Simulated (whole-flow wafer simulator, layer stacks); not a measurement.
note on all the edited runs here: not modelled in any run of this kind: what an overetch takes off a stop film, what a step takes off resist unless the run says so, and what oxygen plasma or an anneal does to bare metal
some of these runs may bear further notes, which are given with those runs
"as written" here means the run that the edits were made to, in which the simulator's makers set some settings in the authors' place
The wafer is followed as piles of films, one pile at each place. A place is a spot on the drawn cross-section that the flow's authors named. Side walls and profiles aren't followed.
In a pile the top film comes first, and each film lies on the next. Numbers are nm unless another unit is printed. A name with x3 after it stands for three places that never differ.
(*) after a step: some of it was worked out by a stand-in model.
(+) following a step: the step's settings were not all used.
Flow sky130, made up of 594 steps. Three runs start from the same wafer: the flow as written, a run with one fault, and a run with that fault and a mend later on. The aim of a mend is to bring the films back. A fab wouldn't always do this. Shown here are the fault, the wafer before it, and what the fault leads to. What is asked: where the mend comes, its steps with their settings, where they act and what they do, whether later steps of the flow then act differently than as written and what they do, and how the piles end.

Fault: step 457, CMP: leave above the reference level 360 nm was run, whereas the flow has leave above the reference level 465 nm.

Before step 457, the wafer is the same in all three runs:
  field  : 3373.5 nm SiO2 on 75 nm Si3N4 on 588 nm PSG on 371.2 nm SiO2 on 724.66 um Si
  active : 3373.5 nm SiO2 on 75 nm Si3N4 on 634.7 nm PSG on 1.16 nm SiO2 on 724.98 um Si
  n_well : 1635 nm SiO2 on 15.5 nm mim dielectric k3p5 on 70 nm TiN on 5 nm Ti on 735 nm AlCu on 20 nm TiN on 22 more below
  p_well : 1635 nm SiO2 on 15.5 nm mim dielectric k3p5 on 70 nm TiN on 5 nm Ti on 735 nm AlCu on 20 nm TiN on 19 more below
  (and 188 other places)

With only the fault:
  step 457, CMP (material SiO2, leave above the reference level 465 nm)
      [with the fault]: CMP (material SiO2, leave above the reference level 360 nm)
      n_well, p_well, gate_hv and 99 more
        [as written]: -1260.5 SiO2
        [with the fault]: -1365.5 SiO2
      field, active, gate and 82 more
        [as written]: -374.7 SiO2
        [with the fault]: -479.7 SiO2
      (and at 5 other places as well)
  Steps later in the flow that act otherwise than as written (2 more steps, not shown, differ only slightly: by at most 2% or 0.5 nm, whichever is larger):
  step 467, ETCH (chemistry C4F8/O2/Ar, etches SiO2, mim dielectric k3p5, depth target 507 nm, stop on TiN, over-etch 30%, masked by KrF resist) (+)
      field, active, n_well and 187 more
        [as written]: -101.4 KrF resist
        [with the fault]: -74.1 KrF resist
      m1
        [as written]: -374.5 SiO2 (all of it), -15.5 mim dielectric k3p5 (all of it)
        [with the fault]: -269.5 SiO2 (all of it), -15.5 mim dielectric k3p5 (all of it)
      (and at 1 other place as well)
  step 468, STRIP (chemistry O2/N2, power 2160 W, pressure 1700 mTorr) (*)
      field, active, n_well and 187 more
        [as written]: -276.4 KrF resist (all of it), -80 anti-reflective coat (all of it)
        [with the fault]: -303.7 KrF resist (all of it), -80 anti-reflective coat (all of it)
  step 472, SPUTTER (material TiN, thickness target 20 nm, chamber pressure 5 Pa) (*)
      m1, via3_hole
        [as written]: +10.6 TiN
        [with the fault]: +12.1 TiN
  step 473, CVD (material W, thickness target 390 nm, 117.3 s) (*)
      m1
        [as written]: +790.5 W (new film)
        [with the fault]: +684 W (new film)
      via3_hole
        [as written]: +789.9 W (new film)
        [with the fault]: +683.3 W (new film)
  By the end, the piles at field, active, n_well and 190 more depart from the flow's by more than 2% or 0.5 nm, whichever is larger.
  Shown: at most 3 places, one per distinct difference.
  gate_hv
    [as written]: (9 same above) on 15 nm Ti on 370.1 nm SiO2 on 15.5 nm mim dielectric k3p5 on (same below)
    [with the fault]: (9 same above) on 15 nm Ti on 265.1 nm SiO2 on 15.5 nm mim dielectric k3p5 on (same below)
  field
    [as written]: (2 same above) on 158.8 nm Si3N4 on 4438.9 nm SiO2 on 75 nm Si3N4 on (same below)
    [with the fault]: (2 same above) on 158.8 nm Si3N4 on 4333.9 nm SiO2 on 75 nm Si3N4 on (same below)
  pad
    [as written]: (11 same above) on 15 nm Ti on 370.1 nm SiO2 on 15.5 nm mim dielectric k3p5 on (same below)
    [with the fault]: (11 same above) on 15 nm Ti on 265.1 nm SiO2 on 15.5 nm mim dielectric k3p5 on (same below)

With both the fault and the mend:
  The mend follows step 457.
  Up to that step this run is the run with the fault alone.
  step 457a, HDPCVD (thickness target 105 nm) (*) (the flow's step 456, run once more with other settings)
      field, active, n_well and 189 more
        +105 SiO2
  Every later step of the flow that is run acts as written, at every place that is followed, to within 2% or 0.5 nm, whichever is larger.
  The piles end the same as the flow's at every place that both follow.
